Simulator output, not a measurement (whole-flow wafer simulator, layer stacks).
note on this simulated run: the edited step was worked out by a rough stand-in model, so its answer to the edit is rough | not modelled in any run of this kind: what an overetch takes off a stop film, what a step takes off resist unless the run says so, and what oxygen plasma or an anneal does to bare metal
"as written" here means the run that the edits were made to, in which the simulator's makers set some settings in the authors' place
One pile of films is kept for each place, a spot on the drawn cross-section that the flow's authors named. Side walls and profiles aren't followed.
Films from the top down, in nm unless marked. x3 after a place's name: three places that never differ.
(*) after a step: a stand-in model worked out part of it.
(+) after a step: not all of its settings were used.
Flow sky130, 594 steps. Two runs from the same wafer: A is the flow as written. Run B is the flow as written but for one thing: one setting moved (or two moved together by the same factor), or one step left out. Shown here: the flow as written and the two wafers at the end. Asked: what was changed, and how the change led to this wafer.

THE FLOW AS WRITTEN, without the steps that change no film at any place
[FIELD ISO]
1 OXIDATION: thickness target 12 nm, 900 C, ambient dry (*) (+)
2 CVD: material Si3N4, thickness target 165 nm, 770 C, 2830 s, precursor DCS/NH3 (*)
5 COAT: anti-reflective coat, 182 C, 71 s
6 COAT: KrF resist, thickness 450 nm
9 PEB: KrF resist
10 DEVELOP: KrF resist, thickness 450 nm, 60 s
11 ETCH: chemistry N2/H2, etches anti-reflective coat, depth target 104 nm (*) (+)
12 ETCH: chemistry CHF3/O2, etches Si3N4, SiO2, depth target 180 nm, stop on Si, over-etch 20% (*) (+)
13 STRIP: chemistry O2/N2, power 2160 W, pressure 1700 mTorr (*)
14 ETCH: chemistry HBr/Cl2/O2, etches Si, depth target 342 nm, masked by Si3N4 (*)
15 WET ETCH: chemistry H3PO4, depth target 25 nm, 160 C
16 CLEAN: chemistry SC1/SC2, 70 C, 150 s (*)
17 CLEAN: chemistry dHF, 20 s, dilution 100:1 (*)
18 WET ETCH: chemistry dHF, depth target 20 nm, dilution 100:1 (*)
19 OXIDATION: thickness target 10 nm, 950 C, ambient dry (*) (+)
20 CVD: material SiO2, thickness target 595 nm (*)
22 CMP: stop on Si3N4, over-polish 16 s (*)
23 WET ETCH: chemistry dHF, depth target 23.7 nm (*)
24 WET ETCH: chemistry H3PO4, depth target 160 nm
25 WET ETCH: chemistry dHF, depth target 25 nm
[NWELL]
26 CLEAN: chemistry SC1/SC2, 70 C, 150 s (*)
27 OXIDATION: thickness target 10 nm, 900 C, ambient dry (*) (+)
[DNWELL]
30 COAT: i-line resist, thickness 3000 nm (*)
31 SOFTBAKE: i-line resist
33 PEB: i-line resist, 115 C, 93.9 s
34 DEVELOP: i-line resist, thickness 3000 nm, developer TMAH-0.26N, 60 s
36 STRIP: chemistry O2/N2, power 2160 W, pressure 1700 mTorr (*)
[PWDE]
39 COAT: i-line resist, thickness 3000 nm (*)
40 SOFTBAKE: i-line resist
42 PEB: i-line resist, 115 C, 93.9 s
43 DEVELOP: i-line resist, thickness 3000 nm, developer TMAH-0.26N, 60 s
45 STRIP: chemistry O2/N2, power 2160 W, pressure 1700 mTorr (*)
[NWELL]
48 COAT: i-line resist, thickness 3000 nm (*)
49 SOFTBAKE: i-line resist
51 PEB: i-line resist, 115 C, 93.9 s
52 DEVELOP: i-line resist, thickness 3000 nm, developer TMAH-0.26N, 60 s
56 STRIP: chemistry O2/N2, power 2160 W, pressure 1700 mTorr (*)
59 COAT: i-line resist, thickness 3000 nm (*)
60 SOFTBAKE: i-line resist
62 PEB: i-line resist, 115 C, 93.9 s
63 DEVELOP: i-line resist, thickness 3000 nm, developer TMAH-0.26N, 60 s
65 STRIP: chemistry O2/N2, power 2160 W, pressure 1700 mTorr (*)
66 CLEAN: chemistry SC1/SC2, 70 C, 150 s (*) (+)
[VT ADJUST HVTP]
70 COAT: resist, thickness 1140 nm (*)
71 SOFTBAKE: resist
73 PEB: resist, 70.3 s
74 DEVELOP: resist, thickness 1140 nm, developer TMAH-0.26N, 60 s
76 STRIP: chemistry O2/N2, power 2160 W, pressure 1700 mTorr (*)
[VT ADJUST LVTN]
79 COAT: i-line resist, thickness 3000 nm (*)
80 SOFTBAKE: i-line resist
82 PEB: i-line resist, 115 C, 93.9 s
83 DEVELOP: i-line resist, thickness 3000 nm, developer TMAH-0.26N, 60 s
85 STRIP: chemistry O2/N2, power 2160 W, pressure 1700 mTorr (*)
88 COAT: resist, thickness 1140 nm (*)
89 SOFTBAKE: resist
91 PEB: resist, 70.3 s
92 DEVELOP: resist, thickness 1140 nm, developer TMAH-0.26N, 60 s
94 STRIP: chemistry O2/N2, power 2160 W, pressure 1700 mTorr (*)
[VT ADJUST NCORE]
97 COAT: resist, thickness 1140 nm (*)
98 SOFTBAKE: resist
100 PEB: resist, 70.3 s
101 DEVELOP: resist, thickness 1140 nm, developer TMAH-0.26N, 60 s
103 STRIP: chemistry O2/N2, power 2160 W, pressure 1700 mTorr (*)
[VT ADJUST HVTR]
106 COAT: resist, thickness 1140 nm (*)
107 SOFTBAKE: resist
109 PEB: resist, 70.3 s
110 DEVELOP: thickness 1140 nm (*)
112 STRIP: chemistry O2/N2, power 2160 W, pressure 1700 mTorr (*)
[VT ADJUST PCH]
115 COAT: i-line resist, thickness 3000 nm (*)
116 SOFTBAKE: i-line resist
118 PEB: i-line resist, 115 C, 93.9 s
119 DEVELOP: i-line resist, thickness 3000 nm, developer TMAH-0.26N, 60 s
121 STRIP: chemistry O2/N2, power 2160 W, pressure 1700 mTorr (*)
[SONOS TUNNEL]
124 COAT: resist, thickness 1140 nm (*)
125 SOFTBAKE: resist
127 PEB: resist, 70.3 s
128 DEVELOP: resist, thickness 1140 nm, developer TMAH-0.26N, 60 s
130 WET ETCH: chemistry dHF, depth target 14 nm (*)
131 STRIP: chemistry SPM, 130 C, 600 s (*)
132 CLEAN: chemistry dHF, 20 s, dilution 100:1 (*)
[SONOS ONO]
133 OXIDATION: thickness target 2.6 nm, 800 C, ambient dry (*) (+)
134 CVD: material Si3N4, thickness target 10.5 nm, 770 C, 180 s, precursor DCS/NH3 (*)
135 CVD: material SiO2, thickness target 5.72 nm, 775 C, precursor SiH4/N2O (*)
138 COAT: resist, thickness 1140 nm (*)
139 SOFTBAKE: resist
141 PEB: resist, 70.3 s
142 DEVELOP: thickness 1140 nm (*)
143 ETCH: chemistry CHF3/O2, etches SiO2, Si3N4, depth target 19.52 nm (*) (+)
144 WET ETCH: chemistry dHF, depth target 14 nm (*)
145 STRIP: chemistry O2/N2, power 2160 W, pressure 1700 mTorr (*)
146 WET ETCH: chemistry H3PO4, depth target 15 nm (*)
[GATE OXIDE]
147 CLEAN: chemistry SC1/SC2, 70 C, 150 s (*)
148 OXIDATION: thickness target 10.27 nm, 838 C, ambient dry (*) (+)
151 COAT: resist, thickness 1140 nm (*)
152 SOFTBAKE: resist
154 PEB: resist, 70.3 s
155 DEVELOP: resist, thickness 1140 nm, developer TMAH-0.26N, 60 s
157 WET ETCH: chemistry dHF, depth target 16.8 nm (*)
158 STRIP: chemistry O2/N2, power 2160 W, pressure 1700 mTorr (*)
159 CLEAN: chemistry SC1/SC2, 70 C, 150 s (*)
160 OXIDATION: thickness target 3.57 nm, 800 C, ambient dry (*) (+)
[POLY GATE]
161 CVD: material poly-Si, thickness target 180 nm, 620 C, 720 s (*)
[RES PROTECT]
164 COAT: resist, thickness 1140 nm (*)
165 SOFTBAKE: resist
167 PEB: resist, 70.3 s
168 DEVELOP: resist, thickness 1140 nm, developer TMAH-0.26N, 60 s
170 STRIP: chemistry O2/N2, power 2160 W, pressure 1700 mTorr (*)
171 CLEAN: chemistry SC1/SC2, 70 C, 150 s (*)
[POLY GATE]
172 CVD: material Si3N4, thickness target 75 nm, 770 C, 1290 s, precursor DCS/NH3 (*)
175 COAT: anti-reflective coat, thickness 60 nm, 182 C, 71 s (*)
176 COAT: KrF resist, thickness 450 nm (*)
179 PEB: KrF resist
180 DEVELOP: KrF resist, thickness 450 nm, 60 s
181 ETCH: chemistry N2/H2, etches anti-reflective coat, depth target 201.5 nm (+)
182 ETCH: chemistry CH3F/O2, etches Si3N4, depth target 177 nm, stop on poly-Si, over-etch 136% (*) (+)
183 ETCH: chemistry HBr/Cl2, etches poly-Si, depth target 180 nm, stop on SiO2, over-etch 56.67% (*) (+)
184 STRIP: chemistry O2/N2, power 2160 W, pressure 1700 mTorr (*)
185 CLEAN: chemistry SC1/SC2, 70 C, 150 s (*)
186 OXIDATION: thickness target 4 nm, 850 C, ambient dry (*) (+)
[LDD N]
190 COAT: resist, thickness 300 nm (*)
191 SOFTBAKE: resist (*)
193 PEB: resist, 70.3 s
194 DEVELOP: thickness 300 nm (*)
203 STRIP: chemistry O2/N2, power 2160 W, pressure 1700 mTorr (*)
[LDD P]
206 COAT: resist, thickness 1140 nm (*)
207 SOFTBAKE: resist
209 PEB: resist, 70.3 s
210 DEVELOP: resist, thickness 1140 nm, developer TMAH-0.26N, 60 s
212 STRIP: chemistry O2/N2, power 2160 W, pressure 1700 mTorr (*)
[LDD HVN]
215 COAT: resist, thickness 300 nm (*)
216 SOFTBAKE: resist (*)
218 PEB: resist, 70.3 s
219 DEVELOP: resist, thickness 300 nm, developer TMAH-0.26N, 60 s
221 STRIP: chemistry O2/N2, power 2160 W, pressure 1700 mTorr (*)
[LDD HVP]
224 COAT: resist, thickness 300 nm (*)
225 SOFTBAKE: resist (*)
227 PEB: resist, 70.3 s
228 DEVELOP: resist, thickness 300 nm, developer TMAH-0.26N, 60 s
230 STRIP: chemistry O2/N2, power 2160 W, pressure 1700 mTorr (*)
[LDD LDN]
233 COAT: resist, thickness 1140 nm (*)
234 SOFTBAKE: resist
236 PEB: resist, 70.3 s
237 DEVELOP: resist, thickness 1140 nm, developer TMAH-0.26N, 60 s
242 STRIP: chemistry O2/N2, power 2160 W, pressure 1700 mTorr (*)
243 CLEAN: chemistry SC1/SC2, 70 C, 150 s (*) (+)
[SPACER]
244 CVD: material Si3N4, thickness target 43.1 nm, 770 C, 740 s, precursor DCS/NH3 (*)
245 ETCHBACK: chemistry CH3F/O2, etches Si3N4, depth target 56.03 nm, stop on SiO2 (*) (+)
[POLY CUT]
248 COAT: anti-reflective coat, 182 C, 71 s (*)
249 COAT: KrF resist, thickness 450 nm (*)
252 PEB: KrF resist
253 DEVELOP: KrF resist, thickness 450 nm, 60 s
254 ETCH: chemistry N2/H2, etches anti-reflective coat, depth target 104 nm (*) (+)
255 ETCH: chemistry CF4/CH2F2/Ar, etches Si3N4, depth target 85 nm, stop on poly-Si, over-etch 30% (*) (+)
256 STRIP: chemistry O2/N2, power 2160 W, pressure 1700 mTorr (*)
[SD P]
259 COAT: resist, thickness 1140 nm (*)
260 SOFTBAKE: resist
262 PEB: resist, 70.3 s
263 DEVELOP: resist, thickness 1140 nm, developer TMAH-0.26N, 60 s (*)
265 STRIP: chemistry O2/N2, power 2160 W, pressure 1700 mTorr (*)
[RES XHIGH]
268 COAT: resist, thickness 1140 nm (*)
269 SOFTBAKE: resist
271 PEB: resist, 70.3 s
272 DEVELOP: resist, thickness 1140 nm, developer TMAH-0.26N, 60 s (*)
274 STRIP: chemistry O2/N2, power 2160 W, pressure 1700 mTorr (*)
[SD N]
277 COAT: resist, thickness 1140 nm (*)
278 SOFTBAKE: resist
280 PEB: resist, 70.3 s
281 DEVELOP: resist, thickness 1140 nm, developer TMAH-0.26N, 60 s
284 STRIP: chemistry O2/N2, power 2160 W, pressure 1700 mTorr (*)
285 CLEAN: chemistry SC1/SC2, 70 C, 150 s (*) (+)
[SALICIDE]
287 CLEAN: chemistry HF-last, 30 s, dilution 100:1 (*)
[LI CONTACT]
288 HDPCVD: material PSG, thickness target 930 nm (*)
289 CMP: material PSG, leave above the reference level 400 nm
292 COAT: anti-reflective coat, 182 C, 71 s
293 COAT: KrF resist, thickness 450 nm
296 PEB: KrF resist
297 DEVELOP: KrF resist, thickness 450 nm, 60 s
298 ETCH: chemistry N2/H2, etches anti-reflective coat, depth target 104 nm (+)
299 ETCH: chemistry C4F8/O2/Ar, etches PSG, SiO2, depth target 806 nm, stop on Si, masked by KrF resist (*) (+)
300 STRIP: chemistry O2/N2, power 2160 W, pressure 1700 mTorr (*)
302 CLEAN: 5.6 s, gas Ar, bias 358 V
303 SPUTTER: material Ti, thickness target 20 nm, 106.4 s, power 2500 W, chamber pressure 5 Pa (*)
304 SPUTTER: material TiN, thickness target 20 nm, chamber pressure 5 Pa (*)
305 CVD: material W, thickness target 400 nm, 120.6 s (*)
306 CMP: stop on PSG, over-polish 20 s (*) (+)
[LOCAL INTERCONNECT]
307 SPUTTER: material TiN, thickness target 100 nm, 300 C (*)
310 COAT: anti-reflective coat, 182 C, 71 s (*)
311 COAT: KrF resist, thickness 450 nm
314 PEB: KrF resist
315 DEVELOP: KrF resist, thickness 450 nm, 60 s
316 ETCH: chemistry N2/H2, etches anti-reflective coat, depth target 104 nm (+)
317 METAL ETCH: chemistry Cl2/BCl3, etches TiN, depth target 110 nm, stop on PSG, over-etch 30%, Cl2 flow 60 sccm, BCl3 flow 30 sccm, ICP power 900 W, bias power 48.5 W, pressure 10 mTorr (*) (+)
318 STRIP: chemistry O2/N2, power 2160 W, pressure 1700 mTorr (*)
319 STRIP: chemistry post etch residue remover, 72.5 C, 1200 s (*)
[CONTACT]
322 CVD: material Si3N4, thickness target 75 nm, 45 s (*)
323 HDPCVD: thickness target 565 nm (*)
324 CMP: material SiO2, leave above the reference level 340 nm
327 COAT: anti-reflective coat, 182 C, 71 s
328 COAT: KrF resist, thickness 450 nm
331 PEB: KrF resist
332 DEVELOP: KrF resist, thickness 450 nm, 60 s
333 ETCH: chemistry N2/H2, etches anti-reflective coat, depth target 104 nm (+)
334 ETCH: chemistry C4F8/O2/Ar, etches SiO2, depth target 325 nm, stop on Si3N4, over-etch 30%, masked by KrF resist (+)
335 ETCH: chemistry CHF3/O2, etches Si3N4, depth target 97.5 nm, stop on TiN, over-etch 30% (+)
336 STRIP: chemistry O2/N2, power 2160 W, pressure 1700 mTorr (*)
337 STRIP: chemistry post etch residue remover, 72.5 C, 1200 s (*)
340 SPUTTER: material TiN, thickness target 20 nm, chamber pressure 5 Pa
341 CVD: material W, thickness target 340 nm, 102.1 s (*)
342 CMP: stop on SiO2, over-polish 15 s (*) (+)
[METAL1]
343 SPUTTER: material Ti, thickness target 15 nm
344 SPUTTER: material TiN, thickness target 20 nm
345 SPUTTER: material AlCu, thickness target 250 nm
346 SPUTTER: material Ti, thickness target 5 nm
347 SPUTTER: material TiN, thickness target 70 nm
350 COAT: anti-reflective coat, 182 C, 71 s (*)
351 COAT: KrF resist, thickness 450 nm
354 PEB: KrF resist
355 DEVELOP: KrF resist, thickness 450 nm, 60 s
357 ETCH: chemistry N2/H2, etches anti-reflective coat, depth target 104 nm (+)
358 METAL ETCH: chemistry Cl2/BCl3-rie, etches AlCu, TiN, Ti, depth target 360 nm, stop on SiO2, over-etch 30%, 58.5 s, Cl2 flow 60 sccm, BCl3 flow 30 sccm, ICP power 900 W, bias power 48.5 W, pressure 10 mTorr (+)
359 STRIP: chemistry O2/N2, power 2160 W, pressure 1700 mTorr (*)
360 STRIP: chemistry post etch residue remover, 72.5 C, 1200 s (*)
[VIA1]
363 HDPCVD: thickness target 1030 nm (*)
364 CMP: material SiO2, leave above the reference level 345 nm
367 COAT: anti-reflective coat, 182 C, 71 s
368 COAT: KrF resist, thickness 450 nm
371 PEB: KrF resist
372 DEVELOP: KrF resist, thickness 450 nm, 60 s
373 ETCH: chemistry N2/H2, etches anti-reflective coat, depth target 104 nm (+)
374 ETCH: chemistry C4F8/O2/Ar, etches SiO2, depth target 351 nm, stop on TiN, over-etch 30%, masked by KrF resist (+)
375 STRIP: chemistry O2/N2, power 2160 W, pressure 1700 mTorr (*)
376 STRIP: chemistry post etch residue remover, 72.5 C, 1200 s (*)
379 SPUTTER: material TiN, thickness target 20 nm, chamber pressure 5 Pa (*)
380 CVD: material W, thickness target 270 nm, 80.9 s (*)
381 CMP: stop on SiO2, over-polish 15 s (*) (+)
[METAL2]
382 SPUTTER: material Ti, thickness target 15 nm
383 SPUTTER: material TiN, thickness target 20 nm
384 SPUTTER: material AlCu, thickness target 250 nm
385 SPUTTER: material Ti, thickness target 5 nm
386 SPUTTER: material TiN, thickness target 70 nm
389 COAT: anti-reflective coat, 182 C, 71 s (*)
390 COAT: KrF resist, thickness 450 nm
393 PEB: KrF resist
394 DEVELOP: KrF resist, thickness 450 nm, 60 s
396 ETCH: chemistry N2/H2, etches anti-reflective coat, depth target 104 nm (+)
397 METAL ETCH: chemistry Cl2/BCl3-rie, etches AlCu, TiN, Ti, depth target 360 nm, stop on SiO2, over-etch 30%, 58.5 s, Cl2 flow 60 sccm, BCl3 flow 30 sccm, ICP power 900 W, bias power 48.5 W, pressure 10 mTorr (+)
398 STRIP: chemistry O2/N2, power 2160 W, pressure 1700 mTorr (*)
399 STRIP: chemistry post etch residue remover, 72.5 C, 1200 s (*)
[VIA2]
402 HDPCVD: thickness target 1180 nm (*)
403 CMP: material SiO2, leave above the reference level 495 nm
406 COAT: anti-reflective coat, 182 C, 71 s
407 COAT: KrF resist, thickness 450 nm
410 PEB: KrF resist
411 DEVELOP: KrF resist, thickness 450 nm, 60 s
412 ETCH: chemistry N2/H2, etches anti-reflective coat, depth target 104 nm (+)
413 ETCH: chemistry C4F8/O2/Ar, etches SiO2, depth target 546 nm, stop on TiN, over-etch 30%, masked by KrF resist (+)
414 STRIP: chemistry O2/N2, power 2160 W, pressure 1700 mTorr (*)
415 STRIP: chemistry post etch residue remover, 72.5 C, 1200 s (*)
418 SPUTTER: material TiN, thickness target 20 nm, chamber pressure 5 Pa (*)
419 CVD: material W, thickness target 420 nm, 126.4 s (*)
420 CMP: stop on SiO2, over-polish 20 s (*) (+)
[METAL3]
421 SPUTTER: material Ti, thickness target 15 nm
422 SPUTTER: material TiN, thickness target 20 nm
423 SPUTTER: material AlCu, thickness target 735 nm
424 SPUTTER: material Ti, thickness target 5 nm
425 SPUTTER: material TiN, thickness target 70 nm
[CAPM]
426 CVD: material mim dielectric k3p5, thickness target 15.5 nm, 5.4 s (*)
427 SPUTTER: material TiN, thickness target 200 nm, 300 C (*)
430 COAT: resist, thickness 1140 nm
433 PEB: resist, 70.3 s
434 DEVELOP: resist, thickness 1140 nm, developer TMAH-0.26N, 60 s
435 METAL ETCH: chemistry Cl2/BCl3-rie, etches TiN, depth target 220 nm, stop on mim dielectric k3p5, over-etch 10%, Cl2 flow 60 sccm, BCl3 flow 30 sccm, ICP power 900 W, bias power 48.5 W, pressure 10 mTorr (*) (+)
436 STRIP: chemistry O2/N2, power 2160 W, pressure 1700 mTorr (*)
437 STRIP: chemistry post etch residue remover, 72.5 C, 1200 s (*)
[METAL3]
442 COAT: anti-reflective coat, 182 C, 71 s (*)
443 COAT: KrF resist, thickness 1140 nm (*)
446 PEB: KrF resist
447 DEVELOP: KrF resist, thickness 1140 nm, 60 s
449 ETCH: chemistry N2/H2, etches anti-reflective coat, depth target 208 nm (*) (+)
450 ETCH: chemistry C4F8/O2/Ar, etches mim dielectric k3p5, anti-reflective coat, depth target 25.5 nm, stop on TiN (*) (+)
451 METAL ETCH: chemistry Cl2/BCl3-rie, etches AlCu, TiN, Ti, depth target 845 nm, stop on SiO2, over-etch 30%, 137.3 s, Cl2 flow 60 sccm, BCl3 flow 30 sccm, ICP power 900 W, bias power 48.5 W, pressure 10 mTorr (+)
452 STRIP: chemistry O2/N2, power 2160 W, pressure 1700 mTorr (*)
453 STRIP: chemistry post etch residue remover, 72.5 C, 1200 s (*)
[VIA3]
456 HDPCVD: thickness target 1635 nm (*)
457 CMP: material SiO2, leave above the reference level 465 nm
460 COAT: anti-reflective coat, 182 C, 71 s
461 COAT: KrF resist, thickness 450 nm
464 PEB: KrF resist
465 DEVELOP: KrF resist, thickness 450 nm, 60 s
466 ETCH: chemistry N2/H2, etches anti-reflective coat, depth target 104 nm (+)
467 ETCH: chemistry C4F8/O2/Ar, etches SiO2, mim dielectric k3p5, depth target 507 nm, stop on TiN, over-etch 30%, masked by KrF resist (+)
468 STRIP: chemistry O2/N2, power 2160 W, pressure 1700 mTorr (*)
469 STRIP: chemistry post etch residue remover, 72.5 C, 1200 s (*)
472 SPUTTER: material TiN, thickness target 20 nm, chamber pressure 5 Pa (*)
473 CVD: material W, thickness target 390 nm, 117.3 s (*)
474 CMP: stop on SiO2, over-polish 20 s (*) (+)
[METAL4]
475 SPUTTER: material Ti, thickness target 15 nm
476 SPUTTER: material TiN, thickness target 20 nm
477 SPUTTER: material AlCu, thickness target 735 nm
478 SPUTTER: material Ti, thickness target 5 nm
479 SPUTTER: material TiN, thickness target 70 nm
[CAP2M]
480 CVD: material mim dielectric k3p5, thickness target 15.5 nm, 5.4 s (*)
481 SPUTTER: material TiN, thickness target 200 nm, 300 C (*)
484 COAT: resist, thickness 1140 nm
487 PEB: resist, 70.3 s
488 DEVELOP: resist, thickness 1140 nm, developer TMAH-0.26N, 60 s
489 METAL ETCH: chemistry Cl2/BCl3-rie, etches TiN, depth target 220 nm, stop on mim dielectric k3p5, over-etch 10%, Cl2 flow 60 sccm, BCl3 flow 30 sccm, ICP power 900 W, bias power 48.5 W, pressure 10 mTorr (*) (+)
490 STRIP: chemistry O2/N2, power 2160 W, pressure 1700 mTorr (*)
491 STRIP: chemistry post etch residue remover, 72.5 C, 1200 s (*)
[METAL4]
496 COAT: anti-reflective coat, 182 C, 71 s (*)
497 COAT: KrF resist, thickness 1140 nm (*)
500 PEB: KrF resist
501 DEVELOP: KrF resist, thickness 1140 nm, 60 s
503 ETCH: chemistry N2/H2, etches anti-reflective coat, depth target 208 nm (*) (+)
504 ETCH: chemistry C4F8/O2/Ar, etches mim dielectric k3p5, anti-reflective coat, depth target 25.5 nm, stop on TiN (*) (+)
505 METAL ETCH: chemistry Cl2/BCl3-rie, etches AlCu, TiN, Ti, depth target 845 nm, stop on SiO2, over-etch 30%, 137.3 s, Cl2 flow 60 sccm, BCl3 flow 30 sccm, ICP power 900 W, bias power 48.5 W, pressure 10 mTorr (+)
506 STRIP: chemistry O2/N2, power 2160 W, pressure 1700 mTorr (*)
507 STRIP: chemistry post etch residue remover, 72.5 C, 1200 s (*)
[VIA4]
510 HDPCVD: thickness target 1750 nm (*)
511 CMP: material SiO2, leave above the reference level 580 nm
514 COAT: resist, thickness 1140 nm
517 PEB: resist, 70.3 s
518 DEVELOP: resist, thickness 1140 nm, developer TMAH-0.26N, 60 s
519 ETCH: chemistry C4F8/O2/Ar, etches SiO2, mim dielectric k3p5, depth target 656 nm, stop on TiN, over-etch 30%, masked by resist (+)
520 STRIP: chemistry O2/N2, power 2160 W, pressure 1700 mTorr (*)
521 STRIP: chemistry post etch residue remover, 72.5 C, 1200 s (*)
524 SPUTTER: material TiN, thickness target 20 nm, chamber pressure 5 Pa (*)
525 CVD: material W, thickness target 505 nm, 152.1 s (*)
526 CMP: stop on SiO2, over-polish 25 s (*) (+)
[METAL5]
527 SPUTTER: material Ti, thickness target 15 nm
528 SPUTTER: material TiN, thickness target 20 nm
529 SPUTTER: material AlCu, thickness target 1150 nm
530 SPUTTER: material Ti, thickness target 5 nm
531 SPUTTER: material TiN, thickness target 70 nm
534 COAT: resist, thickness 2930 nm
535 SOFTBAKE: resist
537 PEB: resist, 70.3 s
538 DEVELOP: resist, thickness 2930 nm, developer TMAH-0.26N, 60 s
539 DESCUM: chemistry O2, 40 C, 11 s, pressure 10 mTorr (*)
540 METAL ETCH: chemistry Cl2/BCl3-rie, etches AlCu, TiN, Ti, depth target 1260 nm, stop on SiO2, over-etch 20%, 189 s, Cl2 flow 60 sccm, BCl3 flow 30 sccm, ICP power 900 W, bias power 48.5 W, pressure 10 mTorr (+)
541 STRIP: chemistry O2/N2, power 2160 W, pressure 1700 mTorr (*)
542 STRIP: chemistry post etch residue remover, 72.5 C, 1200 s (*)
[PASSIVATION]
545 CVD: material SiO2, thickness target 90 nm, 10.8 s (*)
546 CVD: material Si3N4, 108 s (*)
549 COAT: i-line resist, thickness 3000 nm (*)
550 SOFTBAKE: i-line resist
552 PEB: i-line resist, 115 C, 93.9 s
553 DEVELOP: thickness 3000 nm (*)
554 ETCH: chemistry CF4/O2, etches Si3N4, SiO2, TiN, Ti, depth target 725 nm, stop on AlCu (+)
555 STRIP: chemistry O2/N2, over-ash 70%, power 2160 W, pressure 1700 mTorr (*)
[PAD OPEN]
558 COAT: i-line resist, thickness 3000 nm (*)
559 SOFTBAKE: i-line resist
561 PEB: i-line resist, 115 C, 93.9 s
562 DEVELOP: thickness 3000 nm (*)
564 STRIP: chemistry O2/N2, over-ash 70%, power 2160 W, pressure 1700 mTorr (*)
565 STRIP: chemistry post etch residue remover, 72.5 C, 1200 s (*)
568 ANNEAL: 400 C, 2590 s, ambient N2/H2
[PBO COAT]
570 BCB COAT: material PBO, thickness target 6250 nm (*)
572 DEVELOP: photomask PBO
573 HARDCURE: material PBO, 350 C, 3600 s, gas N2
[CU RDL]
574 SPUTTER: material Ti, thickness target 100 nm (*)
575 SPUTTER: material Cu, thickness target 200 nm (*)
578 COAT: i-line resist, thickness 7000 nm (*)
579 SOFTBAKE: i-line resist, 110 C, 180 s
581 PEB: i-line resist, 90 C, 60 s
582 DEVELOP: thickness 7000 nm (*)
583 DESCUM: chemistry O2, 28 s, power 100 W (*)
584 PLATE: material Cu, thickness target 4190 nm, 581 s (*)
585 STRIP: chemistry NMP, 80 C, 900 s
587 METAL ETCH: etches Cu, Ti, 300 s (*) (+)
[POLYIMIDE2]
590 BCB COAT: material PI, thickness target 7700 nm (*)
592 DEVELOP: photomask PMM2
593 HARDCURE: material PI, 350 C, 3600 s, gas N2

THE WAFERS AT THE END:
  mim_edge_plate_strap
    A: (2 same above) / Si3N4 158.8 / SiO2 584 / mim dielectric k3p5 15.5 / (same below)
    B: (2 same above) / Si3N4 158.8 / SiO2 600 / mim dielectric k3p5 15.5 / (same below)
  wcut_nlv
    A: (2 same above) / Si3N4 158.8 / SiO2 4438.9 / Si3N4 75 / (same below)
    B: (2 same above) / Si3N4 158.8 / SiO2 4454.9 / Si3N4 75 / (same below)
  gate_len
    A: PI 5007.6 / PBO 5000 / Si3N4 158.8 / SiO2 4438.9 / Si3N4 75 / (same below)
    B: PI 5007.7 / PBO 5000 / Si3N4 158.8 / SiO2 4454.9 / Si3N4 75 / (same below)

The cause: step 545, CVD: thickness target 101 nm was run, where the flow has thickness target 90 nm; step 545, CVD: 12.2 s was run, where the flow has 10.8 s.

How the change led to this, step by step:
  545 CVD: material SiO2, thickness target 90 nm, 10.8 s (*)
      field, active, gate and 175 more: A SiO2 +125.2 | B SiO2 +141.2
      n_well, p_well, sd_n and 12 more: A SiO2 +125.2 (new film) | B SiO2 +141.2 (new film)
  550 SOFTBAKE: i-line resist
      spacer: A i-line resist -97.5 | B i-line resist -99.7
      pplus_nw: A i-line resist -55.7 | B i-line resist -56.9
      (and at 18 more places)
  554 ETCH: chemistry CF4/O2, etches Si3N4, SiO2, TiN, Ti, depth target 725 nm, stop on AlCu (+)
      field, active, n_well and 189 more: A i-line resist -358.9 | B i-line resist -374.9
      pad: A Si3N4 -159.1 (all of it), SiO2 -125.2 (all of it), TiN -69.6 (all of it), Ti -5 (all of it) | B Si3N4 -159.1 (all of it), SiO2 -141.2 (all of it), TiN -69.6 (all of it), Ti -5 (all of it)
  559 SOFTBAKE: i-line resist
      pplus_nw: A i-line resist -55.7 | B i-line resist -56.9
      pwell_dnw: A i-line resist -28.2 | B i-line resist -29
      (and at 19 more places)
  578 COAT: i-line resist, thickness 7000 nm (*)
      pad: A i-line resist +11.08 um (new film) | B i-line resist +11.1 um (new film)
  582 DEVELOP: thickness 7000 nm (*)
      pad: A i-line resist -11.08 um (all of it) | B i-line resist -11.1 um (all of it)
